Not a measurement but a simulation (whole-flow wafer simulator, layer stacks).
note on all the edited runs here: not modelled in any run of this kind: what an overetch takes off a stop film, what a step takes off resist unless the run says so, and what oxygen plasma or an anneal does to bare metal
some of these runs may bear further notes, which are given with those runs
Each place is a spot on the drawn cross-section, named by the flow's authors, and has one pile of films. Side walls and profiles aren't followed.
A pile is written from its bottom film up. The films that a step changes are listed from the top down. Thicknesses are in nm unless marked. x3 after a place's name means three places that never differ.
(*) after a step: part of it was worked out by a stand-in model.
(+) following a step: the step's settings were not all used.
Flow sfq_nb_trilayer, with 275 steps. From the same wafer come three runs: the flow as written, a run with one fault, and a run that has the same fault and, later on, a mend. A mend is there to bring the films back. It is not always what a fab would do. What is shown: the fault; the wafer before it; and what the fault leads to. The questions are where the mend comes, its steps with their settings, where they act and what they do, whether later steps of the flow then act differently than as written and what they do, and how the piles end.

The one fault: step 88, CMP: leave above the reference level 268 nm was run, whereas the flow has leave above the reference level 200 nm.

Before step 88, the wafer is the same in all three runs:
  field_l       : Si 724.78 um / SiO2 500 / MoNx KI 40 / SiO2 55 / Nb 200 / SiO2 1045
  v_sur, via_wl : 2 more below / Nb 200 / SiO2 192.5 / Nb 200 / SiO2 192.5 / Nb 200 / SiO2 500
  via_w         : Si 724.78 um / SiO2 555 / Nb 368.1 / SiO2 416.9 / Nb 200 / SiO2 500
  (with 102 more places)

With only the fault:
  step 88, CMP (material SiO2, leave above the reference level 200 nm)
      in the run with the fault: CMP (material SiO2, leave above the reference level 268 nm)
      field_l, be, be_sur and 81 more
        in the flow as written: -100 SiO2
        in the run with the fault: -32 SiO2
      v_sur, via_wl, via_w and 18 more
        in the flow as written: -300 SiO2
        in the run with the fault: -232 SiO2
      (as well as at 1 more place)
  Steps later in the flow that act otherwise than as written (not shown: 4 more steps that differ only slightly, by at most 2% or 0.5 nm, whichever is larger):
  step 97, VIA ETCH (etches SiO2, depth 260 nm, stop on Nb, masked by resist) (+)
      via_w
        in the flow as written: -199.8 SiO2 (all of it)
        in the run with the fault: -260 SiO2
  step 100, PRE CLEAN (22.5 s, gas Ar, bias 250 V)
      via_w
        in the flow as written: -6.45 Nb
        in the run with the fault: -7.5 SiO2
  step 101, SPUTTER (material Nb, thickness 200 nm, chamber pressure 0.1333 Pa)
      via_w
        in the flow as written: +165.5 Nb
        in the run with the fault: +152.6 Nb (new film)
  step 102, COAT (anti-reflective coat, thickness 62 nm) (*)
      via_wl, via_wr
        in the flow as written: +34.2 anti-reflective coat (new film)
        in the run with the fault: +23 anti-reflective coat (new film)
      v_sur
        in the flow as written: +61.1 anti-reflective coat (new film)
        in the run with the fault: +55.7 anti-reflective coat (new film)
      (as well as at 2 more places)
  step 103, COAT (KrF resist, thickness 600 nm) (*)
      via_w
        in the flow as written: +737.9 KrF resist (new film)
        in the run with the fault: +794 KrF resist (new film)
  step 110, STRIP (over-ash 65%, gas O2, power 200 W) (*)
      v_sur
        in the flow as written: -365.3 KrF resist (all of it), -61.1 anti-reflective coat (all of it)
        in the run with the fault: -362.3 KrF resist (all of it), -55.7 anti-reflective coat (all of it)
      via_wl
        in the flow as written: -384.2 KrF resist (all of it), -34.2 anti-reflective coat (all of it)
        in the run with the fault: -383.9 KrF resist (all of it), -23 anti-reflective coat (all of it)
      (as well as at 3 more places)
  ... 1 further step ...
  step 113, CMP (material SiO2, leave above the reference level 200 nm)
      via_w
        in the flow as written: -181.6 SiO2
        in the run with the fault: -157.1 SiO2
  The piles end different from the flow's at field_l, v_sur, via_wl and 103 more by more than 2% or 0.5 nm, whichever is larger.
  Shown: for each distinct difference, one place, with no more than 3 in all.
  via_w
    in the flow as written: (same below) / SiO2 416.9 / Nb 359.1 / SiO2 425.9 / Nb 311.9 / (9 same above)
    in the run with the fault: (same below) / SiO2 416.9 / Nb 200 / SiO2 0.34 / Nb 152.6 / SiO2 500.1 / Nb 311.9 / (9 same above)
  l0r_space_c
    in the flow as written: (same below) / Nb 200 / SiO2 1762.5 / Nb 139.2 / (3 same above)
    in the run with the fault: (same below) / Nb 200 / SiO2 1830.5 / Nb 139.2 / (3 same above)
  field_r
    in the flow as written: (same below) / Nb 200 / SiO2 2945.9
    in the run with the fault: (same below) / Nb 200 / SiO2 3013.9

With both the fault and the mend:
  The mend stands after step 89.
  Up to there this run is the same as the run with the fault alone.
  step 89a, CMP (material SiO2, leave above the reference level 200 nm) (the flow's step 88 again)
      field_l, v_sur, via_wl and 103 more
        -68 SiO2
  None of the later steps of the flow acts differently than as written at any place that is followed.
  At every place that both follow, the piles at the end match the flow's.
